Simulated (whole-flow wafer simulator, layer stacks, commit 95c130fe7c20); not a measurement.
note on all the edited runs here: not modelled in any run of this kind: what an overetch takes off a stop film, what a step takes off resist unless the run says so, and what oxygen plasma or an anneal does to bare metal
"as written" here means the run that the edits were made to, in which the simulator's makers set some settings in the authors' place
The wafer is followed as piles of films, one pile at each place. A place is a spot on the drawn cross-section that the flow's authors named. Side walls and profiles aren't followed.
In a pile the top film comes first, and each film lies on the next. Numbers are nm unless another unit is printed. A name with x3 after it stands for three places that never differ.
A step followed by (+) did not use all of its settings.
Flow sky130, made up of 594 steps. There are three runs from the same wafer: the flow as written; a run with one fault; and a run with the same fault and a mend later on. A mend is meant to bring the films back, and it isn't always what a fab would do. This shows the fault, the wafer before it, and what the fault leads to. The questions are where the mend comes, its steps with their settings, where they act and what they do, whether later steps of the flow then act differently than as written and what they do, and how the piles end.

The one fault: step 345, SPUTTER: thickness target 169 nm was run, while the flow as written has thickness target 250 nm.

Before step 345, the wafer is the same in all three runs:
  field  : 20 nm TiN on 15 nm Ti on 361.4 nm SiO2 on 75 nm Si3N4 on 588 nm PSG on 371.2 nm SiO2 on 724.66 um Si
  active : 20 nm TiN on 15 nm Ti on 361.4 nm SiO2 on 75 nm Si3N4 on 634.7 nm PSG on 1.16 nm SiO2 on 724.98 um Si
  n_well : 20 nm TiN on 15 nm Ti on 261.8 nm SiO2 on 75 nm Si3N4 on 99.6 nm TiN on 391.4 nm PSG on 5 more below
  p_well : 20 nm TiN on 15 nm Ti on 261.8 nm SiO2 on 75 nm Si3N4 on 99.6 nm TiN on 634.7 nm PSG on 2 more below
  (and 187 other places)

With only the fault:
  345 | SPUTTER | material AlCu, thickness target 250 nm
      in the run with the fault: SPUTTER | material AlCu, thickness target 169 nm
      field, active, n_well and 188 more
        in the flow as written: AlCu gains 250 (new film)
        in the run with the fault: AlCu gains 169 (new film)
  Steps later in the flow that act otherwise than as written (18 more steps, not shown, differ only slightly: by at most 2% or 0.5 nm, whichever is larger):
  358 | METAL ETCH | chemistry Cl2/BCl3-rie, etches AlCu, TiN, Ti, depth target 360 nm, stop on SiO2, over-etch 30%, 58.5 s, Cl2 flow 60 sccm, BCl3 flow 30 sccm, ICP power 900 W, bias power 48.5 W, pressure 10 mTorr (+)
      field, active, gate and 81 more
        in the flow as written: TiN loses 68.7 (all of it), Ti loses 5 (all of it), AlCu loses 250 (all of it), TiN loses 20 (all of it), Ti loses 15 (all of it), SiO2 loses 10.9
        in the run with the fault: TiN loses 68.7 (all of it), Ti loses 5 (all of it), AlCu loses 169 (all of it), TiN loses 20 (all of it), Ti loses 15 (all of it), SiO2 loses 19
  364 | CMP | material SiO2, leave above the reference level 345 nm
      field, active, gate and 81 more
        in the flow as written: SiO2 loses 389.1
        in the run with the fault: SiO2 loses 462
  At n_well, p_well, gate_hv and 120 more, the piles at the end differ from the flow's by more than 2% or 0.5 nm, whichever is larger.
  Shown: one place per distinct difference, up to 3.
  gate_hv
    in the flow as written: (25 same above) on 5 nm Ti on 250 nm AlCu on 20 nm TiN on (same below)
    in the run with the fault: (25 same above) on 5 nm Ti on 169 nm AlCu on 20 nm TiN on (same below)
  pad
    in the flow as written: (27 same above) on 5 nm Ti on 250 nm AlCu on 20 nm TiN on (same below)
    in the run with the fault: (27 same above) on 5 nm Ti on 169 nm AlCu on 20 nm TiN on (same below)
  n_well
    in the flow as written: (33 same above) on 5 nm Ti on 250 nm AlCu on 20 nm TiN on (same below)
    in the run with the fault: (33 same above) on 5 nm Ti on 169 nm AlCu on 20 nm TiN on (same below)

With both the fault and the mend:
  After step 345 comes the mend.
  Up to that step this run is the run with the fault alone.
  345a | SPUTTER | material AlCu, thickness target 81 nm (the flow's step 345 again, with other settings)
      field, active, n_well and 188 more
        AlCu gains 81
  Later steps of the flow that are run all act as written at every place that is followed.
  By the end, the piles equal the flow's at every place that both follow.
